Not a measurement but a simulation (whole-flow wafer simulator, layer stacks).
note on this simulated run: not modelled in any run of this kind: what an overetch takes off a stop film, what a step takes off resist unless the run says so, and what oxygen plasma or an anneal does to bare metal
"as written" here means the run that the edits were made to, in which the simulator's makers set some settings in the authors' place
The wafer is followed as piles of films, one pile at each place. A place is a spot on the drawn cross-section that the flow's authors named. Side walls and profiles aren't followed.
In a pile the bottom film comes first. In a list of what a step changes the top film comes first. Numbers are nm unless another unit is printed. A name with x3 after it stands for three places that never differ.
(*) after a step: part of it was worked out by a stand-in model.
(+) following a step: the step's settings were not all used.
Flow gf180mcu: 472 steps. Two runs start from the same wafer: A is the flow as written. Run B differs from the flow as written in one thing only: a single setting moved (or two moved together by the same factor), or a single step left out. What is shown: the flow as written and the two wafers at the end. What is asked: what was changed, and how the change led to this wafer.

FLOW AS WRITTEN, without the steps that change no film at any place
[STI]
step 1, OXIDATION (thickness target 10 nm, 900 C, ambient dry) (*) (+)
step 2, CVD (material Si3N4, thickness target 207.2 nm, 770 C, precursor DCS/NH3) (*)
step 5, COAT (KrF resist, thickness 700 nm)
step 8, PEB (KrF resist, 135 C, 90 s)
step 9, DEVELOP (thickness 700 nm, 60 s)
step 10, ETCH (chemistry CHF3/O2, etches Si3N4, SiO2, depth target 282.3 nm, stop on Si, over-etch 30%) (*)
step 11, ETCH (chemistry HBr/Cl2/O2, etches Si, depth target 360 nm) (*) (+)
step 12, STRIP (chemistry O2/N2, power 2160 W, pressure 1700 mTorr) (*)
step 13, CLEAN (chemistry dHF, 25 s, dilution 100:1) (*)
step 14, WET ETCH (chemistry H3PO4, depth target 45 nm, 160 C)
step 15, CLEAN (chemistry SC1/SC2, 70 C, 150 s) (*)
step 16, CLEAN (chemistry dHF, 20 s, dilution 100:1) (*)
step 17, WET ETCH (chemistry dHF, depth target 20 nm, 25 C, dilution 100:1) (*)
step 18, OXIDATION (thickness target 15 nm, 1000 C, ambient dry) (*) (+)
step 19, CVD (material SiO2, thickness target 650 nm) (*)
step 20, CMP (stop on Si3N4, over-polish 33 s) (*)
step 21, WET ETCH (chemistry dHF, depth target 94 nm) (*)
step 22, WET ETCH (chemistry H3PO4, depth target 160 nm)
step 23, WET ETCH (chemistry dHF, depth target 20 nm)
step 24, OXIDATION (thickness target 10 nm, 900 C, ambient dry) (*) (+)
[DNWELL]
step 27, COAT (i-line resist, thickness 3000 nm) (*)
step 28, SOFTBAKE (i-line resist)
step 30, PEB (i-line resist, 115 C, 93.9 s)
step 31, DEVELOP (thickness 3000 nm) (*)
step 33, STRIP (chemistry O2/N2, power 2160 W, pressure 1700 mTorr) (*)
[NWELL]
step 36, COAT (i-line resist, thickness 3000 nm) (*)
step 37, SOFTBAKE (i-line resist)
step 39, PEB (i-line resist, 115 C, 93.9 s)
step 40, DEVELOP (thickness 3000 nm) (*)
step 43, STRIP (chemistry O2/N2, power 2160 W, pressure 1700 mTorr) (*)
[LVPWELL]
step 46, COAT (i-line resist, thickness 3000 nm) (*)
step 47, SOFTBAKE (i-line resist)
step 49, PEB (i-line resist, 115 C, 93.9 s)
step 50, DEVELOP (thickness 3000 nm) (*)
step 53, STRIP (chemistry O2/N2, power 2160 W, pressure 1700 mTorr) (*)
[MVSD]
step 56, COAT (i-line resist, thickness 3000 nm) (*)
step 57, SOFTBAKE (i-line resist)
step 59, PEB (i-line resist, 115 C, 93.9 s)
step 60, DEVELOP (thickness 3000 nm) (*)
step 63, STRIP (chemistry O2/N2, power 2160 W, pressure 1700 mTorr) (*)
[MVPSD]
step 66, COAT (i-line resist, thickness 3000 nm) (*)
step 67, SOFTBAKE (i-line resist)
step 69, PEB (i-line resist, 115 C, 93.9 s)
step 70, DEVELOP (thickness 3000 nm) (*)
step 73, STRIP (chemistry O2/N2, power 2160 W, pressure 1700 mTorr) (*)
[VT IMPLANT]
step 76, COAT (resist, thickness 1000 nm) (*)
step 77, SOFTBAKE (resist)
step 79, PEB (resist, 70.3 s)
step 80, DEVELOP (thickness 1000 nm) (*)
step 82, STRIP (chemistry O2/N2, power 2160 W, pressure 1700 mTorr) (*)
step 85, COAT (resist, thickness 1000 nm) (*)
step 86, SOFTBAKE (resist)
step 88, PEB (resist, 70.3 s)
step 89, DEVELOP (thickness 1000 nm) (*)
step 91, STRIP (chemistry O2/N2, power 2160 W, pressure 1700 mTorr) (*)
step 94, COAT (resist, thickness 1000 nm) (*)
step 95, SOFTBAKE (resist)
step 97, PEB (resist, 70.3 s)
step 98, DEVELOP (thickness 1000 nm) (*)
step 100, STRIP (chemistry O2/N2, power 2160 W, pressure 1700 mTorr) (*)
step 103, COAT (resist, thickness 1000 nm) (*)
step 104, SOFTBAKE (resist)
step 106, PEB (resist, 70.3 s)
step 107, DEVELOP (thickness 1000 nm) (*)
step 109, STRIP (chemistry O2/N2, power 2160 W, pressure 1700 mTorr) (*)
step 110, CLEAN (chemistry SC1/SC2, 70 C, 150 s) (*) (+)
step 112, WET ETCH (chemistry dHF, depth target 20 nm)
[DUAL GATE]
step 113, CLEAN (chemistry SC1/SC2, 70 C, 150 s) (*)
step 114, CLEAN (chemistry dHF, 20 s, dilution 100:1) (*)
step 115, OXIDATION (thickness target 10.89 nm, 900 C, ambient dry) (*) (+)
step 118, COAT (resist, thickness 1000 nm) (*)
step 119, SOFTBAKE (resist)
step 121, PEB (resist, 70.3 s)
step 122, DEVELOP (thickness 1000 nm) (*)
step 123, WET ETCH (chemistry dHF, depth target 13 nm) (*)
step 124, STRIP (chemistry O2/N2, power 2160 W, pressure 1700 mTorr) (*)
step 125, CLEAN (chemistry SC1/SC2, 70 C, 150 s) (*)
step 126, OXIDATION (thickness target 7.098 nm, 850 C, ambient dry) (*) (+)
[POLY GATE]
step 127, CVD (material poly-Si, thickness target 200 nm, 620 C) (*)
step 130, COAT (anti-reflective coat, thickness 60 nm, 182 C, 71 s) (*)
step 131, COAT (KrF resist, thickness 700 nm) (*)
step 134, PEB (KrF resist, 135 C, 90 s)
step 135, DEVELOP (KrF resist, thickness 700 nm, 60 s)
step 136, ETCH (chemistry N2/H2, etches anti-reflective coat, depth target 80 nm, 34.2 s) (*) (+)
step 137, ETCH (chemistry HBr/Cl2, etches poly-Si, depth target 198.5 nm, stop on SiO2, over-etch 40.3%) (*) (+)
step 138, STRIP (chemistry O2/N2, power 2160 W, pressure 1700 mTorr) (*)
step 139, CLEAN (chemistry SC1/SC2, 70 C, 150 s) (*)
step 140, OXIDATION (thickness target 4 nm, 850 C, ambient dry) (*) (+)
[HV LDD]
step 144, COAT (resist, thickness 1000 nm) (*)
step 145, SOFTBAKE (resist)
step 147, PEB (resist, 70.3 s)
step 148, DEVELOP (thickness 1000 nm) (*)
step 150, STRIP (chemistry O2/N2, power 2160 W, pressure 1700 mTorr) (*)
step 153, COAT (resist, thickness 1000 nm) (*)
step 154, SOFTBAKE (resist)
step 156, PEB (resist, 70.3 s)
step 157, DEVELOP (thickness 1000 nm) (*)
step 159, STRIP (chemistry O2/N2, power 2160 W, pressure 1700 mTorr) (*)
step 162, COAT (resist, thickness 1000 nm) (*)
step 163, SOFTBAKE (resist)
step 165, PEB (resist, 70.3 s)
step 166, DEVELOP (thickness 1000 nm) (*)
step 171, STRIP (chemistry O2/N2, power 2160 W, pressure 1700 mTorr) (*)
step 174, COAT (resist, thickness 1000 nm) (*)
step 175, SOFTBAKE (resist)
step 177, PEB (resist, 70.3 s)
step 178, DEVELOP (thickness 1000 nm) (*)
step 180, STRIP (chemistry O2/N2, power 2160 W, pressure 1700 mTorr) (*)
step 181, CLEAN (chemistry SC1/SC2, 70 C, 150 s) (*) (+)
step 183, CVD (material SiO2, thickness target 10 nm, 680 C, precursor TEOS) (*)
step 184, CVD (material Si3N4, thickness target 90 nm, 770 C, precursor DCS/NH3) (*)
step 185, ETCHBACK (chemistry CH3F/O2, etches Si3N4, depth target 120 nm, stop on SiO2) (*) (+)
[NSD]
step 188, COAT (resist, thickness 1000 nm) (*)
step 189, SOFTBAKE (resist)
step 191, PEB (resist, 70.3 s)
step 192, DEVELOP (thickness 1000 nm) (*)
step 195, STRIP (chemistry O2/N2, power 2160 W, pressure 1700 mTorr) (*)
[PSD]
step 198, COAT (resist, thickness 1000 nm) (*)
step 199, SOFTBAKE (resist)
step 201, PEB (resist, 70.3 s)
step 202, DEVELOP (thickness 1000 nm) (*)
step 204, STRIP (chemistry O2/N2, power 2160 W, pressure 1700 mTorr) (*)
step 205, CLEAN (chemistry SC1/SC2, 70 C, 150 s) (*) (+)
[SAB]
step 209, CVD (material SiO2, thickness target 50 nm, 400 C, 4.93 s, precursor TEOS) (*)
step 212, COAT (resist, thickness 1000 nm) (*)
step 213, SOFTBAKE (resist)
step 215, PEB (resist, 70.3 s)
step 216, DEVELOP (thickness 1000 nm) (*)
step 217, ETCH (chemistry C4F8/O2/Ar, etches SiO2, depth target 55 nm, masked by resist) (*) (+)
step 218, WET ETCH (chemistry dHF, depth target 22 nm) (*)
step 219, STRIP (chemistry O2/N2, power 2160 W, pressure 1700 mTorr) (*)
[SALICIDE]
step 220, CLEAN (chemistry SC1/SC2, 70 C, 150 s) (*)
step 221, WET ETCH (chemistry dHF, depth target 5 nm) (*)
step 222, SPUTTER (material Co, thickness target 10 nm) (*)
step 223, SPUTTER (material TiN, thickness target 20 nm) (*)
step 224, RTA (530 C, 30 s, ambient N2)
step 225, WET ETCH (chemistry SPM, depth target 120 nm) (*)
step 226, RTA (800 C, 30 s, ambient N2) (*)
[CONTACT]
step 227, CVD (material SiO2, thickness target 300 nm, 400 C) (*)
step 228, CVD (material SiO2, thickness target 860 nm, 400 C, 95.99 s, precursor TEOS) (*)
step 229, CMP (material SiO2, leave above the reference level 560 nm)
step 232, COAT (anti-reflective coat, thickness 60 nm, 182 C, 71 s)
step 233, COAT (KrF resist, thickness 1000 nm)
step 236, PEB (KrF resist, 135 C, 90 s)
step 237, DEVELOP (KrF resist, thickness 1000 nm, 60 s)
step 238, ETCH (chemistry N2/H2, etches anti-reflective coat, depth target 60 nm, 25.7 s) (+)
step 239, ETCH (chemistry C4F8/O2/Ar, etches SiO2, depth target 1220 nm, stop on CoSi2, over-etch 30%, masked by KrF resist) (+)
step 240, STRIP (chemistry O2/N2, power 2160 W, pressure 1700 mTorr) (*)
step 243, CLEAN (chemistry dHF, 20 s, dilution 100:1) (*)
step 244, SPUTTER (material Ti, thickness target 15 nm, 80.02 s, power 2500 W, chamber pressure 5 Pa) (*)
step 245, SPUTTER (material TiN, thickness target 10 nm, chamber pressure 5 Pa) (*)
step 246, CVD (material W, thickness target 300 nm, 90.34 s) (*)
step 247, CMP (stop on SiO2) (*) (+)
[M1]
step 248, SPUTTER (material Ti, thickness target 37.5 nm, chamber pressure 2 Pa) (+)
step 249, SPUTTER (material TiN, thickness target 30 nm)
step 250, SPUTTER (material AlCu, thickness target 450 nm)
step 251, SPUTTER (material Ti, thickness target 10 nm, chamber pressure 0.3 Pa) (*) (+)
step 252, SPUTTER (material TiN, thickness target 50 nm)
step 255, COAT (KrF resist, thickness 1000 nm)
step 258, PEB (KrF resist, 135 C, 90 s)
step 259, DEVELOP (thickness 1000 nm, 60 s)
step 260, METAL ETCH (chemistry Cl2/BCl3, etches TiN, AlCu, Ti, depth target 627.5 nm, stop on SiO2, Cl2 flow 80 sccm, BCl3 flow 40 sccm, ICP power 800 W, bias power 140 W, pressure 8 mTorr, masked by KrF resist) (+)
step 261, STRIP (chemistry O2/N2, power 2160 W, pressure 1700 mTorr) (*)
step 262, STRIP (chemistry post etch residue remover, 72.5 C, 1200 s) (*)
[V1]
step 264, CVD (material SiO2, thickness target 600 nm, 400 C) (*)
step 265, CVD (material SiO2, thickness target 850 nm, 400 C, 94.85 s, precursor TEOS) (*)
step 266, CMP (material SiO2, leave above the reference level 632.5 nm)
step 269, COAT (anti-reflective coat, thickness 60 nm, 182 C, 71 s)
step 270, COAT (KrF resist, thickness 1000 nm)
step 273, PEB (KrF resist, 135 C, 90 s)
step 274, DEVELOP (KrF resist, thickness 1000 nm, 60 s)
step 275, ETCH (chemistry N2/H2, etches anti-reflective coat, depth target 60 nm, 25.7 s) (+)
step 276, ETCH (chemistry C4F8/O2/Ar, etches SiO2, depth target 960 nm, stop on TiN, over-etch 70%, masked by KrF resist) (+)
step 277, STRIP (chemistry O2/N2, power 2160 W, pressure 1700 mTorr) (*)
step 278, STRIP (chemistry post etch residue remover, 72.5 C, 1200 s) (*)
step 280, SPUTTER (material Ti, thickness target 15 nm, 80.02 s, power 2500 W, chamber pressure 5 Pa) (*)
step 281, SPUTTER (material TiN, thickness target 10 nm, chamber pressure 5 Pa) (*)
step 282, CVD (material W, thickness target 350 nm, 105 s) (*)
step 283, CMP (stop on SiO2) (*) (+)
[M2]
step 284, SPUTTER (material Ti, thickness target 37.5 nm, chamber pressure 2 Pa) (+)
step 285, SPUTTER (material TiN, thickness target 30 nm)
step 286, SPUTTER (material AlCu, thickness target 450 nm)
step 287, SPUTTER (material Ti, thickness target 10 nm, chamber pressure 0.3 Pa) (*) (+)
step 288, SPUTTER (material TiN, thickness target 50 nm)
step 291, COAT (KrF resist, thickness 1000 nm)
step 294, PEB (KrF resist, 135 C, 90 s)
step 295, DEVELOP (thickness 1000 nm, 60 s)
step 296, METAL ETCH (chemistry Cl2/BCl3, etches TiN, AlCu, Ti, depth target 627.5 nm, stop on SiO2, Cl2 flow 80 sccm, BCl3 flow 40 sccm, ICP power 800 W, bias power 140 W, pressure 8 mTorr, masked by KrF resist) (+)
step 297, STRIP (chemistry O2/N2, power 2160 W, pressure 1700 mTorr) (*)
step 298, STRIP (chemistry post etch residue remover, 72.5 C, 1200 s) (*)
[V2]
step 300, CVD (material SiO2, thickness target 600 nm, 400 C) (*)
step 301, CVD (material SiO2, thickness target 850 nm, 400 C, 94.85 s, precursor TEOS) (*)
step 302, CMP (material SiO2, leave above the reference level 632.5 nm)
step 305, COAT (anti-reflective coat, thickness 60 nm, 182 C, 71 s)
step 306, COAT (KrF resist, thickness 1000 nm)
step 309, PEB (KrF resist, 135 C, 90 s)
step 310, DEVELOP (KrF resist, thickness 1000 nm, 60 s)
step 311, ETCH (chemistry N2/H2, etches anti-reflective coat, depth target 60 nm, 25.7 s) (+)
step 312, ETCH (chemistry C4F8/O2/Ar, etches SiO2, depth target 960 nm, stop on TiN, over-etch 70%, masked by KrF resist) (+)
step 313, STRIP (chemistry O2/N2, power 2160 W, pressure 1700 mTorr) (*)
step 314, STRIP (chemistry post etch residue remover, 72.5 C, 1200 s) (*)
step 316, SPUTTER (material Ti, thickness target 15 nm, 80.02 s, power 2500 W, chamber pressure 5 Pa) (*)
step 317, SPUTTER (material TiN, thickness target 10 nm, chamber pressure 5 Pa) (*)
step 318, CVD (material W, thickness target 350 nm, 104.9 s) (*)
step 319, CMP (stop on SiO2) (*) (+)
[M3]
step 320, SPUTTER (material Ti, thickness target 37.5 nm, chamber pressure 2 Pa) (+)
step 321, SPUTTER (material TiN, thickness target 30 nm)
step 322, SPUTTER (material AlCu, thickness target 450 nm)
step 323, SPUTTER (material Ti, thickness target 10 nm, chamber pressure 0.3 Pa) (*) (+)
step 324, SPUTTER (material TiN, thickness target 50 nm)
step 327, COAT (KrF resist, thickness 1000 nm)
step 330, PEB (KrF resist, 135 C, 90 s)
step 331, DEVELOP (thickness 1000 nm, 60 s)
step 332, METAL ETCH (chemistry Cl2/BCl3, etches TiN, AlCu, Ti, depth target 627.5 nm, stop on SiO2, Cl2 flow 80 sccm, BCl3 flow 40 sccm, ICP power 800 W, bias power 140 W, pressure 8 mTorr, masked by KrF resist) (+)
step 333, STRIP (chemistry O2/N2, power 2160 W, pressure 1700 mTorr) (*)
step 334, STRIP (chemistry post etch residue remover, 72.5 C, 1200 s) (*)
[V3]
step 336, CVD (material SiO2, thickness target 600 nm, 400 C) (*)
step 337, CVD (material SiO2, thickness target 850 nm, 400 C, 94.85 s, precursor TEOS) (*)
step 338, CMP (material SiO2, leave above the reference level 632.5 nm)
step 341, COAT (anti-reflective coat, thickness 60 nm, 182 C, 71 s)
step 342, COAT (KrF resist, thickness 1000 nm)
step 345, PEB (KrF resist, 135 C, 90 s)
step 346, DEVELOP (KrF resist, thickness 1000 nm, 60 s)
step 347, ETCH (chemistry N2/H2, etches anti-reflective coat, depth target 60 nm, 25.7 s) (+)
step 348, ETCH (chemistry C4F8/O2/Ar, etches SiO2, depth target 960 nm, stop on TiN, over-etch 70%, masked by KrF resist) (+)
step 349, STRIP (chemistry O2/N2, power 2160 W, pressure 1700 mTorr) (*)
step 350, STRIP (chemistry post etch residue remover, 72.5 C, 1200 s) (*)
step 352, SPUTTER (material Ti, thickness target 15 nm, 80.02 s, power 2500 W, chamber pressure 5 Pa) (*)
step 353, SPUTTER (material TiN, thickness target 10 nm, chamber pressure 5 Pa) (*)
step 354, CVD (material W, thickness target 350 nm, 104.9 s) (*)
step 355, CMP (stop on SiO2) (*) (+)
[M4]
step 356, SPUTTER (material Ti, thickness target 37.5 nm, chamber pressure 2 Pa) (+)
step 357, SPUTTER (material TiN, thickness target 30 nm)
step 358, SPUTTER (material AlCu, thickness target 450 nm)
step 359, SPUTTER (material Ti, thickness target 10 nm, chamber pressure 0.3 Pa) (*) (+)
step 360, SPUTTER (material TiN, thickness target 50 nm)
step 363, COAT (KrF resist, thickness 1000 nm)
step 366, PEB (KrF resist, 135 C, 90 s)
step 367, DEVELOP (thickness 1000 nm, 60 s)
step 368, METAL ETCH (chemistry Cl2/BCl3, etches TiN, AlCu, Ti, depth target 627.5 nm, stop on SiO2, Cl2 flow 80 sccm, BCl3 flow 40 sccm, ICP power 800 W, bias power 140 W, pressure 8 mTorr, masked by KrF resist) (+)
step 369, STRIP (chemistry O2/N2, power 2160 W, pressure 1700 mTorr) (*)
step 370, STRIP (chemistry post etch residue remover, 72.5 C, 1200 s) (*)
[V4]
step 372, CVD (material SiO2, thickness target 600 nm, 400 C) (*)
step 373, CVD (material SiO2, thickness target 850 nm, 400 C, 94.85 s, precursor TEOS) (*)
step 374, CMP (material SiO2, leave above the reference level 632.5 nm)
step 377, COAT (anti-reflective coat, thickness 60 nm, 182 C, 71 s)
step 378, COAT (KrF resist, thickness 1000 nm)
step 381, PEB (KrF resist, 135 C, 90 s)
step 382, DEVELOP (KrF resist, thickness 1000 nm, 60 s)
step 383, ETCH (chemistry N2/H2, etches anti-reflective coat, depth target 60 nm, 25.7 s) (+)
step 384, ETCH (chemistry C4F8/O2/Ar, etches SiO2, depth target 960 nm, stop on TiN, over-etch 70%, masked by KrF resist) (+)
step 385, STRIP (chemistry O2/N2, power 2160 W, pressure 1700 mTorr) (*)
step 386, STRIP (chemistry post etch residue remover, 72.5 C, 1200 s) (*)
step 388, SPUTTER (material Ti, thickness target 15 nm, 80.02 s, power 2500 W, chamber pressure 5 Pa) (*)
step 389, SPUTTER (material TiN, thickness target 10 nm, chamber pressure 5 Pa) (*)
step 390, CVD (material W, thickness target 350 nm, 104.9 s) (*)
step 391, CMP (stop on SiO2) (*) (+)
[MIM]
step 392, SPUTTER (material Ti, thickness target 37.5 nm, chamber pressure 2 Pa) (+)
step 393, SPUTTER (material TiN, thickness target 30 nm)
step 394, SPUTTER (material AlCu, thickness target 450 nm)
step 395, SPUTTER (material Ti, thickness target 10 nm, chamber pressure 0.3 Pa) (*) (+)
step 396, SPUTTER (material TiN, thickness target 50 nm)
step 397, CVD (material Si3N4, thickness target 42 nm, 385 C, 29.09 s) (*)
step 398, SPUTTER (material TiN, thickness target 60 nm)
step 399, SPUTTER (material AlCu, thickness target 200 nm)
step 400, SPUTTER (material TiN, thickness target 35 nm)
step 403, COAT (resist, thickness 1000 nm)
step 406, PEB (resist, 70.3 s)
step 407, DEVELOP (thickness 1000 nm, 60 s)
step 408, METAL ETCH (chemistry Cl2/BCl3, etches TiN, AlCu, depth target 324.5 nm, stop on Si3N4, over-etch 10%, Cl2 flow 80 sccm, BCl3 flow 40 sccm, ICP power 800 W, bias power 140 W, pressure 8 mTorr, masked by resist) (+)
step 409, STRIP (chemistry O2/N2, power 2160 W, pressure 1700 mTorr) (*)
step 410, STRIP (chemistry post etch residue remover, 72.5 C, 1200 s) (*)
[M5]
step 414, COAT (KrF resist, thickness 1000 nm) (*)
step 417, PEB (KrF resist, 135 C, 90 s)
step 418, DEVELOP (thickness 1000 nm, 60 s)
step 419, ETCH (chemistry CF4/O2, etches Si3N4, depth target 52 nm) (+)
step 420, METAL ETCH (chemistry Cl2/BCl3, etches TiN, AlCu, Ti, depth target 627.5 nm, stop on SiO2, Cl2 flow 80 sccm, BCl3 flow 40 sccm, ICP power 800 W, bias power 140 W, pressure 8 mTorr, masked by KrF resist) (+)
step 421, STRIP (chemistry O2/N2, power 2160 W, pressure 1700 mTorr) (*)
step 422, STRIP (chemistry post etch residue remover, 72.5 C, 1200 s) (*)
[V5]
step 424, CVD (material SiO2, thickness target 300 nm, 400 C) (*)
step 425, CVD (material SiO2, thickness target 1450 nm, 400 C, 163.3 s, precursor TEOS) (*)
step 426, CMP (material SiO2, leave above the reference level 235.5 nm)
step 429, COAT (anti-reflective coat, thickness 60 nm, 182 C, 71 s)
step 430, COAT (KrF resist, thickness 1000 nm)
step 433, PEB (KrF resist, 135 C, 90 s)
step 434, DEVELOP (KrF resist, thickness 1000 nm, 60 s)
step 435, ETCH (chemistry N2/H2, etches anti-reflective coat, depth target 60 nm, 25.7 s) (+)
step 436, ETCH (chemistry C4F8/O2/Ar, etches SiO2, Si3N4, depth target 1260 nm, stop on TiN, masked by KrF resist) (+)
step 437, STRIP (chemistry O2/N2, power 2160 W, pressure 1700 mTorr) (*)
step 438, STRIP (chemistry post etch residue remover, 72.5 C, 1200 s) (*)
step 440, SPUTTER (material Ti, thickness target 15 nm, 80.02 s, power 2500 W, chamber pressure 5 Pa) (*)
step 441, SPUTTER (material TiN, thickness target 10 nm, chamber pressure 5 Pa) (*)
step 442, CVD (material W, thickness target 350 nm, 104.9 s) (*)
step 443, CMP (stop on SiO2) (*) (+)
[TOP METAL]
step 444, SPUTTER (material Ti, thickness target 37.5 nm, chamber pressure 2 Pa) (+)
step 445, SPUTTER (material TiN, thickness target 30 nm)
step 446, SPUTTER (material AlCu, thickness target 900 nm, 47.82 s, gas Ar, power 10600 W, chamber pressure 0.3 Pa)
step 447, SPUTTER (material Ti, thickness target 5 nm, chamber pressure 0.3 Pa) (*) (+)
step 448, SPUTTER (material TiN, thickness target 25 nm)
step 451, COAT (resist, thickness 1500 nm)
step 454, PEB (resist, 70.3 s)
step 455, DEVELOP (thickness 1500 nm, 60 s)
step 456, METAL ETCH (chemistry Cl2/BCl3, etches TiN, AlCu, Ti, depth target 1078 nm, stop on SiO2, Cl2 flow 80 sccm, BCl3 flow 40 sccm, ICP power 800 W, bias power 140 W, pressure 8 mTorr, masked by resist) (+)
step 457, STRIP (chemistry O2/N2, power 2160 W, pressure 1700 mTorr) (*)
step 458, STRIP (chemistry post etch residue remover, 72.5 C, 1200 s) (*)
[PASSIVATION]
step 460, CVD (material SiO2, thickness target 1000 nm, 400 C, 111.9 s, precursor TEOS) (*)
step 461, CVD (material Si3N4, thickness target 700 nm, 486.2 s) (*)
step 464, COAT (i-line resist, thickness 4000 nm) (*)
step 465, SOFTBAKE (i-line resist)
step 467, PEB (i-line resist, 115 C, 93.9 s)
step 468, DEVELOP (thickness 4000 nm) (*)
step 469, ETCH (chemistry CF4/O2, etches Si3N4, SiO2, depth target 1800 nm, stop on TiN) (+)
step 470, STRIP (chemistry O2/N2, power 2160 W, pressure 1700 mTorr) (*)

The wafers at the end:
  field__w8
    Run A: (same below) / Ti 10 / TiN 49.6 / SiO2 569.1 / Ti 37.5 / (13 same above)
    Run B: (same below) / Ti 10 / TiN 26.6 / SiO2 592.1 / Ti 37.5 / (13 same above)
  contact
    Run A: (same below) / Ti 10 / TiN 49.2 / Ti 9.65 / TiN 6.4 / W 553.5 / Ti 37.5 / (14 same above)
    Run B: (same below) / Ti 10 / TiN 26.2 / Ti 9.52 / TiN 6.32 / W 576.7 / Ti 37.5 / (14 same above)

The reason: step 360, SPUTTER: thickness target 27 nm was run, though the flow has thickness target 50 nm.

Step by step, how the change led to this:
  step 360, SPUTTER (material TiN, thickness target 50 nm)
      field, field__w1, field__w2 and 108 more: A TiN gains 50 (new film) | B TiN gains 27 (new film)
  step 368, METAL ETCH (chemistry Cl2/BCl3, etches TiN, AlCu, Ti, depth target 627.5 nm, stop on SiO2, Cl2 flow 80 sccm, BCl3 flow 40 sccm, ICP power 800 W, bias power 140 W, pressure 8 mTorr, masked by KrF resist) (+)
      field, field__w1, field__w2 and 103 more: A TiN loses 50 (all of it), Ti loses 10 (all of it), AlCu loses 450 (all of it), TiN loses 30 (all of it), Ti loses 37.5 (all of it) | B TiN loses 27 (all of it), Ti loses 10 (all of it), AlCu loses 450 (all of it), TiN loses 30 (all of it), Ti loses 37.5 (all of it)
  step 374, CMP (material SiO2, leave above the reference level 632.5 nm)
      field__w8, contact, m1, m1__w1, m1_nw: A SiO2 loses 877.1 | B SiO2 loses 854.1
  step 384, ETCH (chemistry C4F8/O2/Ar, etches SiO2, depth target 960 nm, stop on TiN, over-etch 70%, masked by KrF resist) (+)
      contact: A SiO2 loses 572.5 (all of it) | B SiO2 loses 595.5 (all of it)
  step 390, CVD (material W, thickness target 350 nm, 104.9 s) (*)
      contact: A W gains 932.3 (new film) | B W gains 955.5 (new film)
